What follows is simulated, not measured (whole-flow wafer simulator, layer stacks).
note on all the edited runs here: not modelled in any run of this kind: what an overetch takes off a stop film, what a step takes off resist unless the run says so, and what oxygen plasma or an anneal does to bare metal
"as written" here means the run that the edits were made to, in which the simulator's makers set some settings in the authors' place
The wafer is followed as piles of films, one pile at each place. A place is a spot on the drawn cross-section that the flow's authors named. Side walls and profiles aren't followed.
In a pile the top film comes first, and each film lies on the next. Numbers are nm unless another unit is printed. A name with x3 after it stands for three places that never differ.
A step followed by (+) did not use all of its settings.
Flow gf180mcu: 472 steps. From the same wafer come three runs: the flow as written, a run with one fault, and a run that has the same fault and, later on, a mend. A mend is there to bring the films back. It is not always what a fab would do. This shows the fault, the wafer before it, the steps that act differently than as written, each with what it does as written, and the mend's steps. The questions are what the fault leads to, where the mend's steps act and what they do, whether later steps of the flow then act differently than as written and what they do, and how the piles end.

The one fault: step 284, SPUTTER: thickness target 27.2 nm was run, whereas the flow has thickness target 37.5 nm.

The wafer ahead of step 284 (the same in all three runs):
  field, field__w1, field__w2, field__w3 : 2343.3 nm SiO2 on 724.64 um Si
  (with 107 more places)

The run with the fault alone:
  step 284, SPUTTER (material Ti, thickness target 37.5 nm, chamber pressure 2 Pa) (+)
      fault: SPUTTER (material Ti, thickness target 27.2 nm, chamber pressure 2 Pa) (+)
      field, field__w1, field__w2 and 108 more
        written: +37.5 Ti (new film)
        fault: +27.2 Ti (new film)
  Steps later in the flow that act otherwise than as written:
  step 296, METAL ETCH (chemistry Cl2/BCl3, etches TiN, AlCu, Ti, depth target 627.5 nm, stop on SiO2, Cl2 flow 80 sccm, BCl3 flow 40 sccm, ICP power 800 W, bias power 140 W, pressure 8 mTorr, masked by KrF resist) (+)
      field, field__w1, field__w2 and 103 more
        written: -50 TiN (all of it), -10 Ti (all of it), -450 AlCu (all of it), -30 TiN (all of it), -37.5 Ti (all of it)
        fault: -50 TiN (all of it), -10 Ti (all of it), -450 AlCu (all of it), -30 TiN (all of it), -27.2 Ti (all of it)
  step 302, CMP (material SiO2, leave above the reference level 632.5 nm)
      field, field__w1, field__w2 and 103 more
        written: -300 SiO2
        fault: -310.3 SiO2
  By the end, the piles at field__w8, contact, m1, m1__w1, m1_nw depart from the flow's by more than 2% or 0.5 nm, whichever is larger.
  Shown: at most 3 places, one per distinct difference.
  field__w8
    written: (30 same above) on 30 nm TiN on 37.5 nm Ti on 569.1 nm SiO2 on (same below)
    fault: (30 same above) on 30 nm TiN on 27.2 nm Ti on 569.1 nm SiO2 on (same below)
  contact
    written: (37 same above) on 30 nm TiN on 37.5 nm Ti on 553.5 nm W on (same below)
    fault: (37 same above) on 30 nm TiN on 27.2 nm Ti on 553.5 nm W on (same below)

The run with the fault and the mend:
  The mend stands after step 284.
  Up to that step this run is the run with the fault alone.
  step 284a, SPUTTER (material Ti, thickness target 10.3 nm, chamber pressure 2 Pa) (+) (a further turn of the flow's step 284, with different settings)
      field, field__w1, field__w2 and 108 more
        +10.3 Ti
  None of the later steps of the flow acts differently than as written at any place that is followed.
  The piles end the same as the flow's at every place that both follow.
